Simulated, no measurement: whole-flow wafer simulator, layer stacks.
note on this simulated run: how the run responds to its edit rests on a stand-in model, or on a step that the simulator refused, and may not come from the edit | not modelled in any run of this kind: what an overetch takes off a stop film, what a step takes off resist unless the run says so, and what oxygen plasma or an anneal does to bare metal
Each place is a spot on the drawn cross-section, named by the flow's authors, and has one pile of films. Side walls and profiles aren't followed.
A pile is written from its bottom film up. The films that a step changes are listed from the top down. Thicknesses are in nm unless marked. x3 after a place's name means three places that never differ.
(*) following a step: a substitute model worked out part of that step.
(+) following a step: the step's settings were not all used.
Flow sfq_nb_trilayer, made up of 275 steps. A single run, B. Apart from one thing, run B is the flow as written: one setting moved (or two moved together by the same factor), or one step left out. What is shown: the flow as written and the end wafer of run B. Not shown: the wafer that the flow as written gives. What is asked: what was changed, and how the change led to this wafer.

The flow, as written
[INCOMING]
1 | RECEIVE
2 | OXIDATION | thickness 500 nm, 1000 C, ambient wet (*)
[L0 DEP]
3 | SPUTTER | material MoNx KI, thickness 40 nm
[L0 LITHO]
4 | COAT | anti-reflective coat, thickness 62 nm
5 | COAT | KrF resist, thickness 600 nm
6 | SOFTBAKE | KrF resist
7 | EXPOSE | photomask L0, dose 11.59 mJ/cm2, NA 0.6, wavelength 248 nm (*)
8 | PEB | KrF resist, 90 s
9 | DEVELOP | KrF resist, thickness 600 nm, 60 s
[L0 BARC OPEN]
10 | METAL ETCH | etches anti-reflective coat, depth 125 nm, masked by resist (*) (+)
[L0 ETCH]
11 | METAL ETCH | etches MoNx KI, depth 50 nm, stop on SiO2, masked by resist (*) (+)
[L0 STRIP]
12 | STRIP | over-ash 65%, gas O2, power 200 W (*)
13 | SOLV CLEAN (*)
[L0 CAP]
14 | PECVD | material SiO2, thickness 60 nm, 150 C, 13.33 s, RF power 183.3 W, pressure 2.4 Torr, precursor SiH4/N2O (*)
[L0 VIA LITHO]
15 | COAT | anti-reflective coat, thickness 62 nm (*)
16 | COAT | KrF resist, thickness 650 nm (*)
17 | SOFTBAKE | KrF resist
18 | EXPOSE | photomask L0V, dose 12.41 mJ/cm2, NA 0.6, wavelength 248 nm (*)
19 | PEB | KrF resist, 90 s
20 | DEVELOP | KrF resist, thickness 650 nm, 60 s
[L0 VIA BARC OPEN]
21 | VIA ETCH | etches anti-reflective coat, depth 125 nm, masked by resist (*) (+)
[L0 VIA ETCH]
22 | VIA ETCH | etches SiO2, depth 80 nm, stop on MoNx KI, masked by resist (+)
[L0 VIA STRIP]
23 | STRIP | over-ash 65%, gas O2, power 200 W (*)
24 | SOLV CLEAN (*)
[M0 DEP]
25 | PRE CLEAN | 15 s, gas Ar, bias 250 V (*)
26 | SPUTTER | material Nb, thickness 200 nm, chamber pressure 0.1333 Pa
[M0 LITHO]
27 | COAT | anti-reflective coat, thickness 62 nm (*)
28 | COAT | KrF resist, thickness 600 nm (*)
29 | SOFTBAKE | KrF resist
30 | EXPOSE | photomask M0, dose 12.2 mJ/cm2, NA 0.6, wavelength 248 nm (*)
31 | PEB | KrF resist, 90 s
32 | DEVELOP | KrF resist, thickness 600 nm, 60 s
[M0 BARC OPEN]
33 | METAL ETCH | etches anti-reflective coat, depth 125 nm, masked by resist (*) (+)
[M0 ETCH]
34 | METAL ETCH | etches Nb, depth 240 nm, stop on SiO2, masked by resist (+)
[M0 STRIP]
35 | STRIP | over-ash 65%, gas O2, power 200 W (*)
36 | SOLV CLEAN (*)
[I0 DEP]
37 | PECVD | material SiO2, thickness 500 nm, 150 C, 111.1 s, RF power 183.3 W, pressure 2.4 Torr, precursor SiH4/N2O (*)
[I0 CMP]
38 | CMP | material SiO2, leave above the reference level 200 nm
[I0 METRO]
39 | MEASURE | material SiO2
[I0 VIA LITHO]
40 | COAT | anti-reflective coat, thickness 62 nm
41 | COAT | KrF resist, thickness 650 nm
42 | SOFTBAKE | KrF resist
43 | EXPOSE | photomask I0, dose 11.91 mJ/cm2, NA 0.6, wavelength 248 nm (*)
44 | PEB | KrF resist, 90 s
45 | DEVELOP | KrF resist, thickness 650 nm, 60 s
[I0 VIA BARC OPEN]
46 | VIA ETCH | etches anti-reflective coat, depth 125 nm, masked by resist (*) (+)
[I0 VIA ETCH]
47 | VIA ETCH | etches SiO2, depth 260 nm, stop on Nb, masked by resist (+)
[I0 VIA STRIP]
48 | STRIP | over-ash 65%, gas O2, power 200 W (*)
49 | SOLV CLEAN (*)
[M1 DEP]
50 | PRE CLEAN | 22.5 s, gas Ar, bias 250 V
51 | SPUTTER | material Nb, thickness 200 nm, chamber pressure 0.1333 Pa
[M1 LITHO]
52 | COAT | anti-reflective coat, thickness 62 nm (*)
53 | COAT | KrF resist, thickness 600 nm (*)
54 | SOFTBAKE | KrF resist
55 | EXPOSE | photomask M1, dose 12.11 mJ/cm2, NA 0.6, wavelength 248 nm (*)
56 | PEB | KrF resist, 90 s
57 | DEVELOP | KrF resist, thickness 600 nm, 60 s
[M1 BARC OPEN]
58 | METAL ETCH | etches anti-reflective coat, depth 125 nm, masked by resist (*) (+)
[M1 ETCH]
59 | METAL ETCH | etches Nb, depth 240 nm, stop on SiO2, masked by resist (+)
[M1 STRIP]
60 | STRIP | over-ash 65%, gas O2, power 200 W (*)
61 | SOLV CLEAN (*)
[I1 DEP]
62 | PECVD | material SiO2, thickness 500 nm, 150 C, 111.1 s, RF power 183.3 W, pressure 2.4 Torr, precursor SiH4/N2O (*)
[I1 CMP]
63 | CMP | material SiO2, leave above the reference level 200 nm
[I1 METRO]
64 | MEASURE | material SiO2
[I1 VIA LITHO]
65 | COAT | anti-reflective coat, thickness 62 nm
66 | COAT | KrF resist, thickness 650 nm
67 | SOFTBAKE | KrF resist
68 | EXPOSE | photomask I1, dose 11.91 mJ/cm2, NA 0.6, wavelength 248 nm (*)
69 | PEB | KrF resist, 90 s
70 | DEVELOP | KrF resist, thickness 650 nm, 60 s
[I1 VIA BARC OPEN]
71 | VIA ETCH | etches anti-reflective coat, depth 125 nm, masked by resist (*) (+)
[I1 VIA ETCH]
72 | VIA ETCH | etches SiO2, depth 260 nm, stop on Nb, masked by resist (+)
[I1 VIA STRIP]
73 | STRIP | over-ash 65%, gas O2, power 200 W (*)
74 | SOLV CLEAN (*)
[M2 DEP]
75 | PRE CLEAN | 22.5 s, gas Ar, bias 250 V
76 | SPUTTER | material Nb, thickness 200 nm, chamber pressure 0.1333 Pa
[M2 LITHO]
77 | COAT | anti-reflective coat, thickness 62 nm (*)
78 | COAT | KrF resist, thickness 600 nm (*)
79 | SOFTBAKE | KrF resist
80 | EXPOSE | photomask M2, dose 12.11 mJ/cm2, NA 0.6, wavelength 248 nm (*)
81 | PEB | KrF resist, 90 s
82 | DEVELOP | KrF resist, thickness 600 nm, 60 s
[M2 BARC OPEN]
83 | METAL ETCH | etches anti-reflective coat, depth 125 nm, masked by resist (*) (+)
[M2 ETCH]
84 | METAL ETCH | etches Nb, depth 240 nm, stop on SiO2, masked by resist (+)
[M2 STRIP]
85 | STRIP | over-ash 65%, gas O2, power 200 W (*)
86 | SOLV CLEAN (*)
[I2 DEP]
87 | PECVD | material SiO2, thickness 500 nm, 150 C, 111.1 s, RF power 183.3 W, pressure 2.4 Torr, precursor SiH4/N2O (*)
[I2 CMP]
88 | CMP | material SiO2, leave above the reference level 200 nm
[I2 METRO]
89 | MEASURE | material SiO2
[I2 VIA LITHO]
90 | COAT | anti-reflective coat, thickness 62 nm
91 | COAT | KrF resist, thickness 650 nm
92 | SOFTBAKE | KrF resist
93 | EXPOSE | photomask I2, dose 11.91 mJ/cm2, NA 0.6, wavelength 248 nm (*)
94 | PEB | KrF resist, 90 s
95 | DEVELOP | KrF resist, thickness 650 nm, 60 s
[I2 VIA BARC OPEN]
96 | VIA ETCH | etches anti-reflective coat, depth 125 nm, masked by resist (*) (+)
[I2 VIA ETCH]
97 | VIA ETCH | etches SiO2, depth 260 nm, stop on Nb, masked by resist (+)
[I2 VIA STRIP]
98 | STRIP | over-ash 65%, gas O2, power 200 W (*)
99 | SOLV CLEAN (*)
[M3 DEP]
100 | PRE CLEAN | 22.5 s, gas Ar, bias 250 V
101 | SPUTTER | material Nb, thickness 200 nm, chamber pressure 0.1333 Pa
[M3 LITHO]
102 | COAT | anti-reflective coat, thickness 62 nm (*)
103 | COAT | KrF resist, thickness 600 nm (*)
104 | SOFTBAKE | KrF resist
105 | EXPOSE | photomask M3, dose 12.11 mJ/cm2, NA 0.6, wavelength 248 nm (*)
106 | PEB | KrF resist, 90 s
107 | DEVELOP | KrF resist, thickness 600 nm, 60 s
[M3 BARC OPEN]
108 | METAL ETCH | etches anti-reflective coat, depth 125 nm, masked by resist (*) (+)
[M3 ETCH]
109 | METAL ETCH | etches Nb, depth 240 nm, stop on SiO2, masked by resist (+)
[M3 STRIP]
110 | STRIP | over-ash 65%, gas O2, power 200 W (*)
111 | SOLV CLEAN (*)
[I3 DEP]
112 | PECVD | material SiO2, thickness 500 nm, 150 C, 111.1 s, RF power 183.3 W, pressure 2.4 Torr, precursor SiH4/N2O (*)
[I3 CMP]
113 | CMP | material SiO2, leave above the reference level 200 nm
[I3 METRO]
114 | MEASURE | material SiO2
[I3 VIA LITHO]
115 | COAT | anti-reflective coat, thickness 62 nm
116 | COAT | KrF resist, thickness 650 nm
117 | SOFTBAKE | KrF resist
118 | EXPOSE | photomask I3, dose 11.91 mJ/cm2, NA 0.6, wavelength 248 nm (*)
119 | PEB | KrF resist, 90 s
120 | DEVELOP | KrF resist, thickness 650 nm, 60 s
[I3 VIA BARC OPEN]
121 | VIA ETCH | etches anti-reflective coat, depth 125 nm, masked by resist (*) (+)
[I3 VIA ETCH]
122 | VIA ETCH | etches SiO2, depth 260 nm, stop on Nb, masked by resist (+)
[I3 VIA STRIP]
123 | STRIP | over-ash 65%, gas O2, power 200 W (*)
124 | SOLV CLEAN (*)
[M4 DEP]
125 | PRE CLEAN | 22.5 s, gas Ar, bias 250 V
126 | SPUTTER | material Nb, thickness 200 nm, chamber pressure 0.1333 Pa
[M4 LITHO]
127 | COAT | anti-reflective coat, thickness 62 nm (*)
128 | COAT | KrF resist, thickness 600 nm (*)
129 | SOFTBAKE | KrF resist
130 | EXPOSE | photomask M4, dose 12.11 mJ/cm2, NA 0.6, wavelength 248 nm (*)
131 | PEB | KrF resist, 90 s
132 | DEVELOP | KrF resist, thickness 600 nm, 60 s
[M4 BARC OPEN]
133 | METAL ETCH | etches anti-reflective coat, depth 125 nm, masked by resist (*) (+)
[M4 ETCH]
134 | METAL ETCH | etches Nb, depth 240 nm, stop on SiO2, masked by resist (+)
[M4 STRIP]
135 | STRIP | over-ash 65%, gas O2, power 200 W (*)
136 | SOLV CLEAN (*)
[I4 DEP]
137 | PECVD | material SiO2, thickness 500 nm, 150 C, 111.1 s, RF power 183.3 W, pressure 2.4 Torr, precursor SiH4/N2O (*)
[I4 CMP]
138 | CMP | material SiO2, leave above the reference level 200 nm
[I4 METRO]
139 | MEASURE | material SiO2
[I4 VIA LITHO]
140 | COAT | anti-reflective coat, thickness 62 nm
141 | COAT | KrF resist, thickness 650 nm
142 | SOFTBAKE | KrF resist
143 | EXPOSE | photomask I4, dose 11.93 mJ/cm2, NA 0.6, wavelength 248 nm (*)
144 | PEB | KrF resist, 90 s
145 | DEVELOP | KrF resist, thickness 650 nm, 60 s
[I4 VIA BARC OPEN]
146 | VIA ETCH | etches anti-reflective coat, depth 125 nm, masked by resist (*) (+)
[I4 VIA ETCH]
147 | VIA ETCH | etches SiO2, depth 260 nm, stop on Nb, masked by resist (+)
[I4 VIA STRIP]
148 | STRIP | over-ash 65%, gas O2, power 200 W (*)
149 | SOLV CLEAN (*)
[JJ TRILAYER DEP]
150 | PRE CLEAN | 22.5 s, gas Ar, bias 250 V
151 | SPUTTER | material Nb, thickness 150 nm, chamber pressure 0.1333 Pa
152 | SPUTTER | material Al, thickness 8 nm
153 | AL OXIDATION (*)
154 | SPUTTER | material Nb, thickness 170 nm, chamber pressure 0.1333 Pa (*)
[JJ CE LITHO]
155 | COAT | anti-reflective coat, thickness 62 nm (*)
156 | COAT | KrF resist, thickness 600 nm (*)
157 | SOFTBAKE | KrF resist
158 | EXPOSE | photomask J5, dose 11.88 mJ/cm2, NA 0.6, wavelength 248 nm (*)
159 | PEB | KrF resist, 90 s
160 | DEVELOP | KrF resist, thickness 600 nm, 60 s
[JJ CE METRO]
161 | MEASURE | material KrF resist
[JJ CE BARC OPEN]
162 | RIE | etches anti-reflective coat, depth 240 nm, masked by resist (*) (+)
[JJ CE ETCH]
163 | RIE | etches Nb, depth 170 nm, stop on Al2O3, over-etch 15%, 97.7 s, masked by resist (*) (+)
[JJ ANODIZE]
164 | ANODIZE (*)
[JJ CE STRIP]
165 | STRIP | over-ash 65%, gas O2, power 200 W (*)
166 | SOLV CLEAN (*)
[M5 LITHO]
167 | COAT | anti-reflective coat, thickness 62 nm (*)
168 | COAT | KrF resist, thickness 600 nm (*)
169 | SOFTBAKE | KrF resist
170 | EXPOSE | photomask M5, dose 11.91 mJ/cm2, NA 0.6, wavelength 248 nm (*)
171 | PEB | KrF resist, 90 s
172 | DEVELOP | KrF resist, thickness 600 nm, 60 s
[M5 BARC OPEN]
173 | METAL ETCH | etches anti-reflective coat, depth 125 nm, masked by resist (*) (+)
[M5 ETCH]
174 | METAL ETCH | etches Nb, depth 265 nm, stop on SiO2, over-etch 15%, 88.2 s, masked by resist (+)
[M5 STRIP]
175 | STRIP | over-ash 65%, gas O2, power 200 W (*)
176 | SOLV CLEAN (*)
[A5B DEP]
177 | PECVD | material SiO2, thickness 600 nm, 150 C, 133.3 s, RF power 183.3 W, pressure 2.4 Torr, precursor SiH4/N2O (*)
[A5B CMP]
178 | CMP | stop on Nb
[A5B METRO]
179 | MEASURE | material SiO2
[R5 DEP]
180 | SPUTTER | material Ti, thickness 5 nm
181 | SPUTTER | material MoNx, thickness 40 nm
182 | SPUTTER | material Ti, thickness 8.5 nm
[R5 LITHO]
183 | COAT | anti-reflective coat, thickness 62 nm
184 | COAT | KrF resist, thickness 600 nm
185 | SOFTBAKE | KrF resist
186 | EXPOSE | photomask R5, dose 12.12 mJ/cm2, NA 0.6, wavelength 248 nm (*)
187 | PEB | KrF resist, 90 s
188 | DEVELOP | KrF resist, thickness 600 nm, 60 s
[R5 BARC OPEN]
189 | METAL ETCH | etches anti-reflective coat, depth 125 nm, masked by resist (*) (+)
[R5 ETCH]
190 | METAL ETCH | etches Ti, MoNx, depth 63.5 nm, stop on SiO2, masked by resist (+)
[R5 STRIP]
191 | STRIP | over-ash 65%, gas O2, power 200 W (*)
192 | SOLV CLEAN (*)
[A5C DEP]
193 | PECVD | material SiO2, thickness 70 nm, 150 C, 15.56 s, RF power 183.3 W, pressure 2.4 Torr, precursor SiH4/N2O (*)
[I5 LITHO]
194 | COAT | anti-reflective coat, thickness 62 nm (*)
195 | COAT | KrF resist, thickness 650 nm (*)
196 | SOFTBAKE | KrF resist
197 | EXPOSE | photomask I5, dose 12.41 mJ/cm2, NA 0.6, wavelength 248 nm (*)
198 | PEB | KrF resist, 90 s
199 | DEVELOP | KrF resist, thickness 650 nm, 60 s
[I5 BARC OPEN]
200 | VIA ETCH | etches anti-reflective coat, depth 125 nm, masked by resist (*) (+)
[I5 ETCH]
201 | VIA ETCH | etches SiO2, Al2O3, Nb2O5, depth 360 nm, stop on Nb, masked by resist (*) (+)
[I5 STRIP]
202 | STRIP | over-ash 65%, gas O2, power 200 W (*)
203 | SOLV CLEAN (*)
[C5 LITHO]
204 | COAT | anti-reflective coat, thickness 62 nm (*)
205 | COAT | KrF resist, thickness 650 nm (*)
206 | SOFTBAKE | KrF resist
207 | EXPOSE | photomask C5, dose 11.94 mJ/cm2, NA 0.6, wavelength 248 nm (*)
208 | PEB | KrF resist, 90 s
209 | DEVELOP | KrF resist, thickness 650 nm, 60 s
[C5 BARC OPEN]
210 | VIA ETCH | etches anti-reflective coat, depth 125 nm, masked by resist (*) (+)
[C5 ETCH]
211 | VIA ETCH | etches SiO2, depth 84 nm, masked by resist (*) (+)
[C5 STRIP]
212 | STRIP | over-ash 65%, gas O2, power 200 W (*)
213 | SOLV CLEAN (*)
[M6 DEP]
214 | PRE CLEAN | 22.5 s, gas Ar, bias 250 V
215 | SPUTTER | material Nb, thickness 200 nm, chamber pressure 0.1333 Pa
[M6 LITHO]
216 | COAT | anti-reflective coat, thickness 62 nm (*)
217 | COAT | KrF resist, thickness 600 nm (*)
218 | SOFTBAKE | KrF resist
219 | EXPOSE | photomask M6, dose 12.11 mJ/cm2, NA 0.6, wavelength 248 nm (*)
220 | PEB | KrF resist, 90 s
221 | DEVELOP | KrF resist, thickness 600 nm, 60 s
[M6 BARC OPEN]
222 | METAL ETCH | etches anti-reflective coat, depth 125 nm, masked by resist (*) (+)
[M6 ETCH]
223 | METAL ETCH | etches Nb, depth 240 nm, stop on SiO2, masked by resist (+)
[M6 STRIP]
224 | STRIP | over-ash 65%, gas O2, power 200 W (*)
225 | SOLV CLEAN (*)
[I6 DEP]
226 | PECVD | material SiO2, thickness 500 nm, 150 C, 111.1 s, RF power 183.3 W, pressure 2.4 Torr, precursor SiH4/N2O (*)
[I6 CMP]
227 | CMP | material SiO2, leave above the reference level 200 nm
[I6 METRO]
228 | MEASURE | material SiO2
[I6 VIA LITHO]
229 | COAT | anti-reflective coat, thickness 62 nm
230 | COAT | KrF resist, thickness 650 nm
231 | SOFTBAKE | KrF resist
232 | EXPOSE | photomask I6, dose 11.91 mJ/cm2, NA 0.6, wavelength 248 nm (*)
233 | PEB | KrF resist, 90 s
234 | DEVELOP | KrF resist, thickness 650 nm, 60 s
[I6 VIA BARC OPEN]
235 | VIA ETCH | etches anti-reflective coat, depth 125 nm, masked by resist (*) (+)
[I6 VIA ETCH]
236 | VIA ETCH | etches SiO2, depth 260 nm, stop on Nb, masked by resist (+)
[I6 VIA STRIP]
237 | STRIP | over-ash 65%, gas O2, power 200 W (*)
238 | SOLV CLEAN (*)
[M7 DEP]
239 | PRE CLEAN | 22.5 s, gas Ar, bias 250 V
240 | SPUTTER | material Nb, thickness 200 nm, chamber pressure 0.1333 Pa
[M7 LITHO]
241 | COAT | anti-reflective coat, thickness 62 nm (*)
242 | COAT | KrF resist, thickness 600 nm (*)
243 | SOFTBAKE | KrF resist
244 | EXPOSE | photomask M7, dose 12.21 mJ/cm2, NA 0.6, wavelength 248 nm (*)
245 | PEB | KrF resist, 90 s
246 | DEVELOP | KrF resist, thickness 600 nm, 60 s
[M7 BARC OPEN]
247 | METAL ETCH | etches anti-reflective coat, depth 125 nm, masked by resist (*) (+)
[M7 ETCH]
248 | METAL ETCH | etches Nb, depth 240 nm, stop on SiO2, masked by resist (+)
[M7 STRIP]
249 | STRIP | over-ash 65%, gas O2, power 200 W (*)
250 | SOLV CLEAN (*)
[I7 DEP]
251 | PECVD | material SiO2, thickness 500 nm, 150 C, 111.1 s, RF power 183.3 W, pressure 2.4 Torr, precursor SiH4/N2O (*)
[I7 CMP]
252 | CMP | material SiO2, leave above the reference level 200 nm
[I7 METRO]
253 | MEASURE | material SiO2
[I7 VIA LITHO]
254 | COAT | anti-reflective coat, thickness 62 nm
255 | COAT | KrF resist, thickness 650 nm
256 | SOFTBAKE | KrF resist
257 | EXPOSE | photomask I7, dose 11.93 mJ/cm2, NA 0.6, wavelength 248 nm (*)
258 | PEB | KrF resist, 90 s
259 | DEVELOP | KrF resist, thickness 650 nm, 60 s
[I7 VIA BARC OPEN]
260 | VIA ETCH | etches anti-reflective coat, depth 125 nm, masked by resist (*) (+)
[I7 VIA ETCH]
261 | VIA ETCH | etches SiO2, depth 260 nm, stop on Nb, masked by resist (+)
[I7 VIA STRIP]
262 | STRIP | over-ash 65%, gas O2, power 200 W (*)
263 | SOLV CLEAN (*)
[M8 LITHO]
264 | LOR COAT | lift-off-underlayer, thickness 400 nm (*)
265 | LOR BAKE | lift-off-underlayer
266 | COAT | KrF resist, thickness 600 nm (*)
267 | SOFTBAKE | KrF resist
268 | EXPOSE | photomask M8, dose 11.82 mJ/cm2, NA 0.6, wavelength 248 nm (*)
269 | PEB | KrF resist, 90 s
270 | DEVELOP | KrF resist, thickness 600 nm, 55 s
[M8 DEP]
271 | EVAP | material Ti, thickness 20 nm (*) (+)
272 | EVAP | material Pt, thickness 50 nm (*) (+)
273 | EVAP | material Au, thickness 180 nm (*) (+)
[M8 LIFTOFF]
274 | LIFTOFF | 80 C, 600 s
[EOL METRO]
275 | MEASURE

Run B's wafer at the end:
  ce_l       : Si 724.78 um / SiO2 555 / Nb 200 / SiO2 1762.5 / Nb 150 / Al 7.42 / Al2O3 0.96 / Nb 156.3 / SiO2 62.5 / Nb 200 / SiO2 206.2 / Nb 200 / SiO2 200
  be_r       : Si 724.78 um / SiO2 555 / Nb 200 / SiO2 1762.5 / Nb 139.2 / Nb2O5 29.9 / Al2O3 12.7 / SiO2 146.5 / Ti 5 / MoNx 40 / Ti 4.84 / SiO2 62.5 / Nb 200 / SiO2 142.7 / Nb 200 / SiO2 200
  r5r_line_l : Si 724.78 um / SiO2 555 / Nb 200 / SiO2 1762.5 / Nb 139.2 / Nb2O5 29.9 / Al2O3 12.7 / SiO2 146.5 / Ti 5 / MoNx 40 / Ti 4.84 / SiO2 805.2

The reason: step 182, SPUTTER: thickness 4.84 nm was run, whereas the flow has thickness 8.5 nm.
The wafer lets one read it off: be_r has Ti 4.84, and step 182 as written asks for 8.5 nm.

Step by step, how the change led to this:
  182 | SPUTTER | material Ti, thickness 8.5 nm
      field_l, v_sur, via_wl and 103 more: +4.84 Ti (new film) (as written it would have been: +8.5 Ti (new film))
  190 | METAL ETCH | etches Ti, MoNx, depth 63.5 nm, stop on SiO2, masked by resist (+)
      field_l, v_sur, via_wl and 92 more: -4.84 Ti (all of it), -40 MoNx (all of it), -5 Ti (all of it) (as written it would have been: -8.5 Ti (all of it), -40 MoNx (all of it), -5 Ti (all of it))
      ce_l, c5j, ce_r, wl_jj: -4.84 Ti (all of it), -40 MoNx (all of it), -5 Ti (all of it), -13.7 Nb (as written it would have been: -8.5 Ti (all of it), -40 MoNx (all of it), -5 Ti (all of it), -10 Nb)
  194 | COAT | anti-reflective coat, thickness 62 nm (*)
      ce_l: +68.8 anti-reflective coat (new film) (as written it would have been: +67.2 anti-reflective coat (new film))
      ce_r: +69.6 anti-reflective coat (new film) (as written it would have been: +68.1 anti-reflective coat (new film))
      (also at 1 further place)
  202 | STRIP | over-ash 65%, gas O2, power 200 W (*)
      ce_l: -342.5 KrF resist (all of it), -68.8 anti-reflective coat (all of it) (as written it would have been: -341.5 KrF resist (all of it), -67.2 anti-reflective coat (all of it))
      ce_r: -346.7 KrF resist (all of it), -69.6 anti-reflective coat (all of it) (as written it would have been: -346.1 KrF resist (all of it), -68.1 anti-reflective coat (all of it))
      (also at 1 further place)
  204 | COAT | anti-reflective coat, thickness 62 nm (*)
      ce_l: +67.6 anti-reflective coat (new film) (as written it would have been: +66 anti-reflective coat (new film))
      ce_r: +68.7 anti-reflective coat (new film) (as written it would have been: +67.2 anti-reflective coat (new film))
      (also at 1 further place)
  212 | STRIP | over-ash 65%, gas O2, power 200 W (*)
      ce_l: -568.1 KrF resist (all of it), -67.6 anti-reflective coat (all of it) (as written it would have been: -567.4 KrF resist (all of it), -66 anti-reflective coat (all of it))
      ce_r: -574.1 KrF resist (all of it), -68.7 anti-reflective coat (all of it) (as written it would have been: -573.7 KrF resist (all of it), -67.2 anti-reflective coat (all of it))
      (also at 1 further place)
  216 | COAT | anti-reflective coat, thickness 62 nm (*)
      r5r_spacepad_l, r5r_spacepad_r: +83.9 anti-reflective coat (new film) (as written it would have been: +85.7 anti-reflective coat (new film))
      ce_l: +49.1 anti-reflective coat (new film) (as written it would have been: +48 anti-reflective coat (new film))
      (also at 2 further places)
  222 | METAL ETCH | etches anti-reflective coat, depth 125 nm, masked by resist (*) (+)
      r5r_spacepad_l, r5r_spacepad_r: -83.9 anti-reflective coat (all of it) (as written it would have been: -85.7 anti-reflective coat (all of it))
  224 | STRIP | over-ash 65%, gas O2, power 200 W (*)
      ce_l: -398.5 KrF resist (all of it), -49.1 anti-reflective coat (all of it) (as written it would have been: -397.1 KrF resist (all of it), -48 anti-reflective coat (all of it))
      ce_r: -404.5 KrF resist (all of it), -49.9 anti-reflective coat (all of it) (as written it would have been: -403.5 KrF resist (all of it), -48.8 anti-reflective coat (all of it))
      (also at 1 further place)
  227 | CMP | material SiO2, leave above the reference level 200 nm
      r5r_line_l, r5r_line_c, r5r_line_r: -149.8 SiO2 (as written it would have been: -153.5 SiO2)
      r5r_spacepad_l, r5r_spacepad_r: -147.3 SiO2 (as written it would have been: -153.5 SiO2)
